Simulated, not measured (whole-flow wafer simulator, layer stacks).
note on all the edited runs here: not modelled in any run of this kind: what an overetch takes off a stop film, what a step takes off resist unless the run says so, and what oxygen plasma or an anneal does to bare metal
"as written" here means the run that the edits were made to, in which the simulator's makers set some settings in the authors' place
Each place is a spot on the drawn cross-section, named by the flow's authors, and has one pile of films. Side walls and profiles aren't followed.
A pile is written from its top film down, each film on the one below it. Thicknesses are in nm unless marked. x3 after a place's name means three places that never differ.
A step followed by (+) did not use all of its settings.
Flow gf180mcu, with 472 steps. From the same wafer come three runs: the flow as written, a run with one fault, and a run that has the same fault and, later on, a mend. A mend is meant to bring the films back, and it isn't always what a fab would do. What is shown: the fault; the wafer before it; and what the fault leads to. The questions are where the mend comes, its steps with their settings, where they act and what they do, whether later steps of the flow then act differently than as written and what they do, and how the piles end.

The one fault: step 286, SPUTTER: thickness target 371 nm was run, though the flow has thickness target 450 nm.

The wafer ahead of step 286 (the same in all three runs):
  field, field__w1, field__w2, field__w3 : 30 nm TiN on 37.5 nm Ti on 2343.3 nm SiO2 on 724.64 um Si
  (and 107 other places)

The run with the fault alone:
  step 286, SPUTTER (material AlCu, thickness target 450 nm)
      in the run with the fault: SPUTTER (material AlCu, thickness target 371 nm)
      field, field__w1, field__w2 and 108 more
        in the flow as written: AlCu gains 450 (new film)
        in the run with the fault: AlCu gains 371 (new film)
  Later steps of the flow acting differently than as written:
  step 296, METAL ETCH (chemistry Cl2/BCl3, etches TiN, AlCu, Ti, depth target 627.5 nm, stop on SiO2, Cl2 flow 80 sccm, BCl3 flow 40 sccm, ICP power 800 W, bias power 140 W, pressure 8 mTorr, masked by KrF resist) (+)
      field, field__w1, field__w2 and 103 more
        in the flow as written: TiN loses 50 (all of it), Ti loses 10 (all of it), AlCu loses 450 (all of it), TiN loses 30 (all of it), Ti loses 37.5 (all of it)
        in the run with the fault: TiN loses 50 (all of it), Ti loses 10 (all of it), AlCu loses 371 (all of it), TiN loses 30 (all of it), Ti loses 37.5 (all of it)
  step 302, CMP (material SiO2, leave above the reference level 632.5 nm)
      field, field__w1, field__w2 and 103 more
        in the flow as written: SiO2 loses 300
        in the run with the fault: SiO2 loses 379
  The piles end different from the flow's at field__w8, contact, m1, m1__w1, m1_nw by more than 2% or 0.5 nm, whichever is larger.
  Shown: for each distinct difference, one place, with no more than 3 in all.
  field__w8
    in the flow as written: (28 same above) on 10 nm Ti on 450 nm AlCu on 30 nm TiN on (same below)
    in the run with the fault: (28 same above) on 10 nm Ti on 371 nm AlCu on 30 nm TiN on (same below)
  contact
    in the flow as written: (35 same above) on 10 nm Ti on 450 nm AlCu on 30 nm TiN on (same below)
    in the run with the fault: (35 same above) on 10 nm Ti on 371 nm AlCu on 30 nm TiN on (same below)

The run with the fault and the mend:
  After step 286 comes the mend.
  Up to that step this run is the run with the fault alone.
  step 286a, SPUTTER (material AlCu, thickness target 79 nm) (the flow's step 286 again, with other settings)
      field, field__w1, field__w2 and 108 more
        AlCu gains 79
  Every later step of the flow that is run acts as written at every place that is followed.
  The piles end the same as the flow's at every place that both follow.
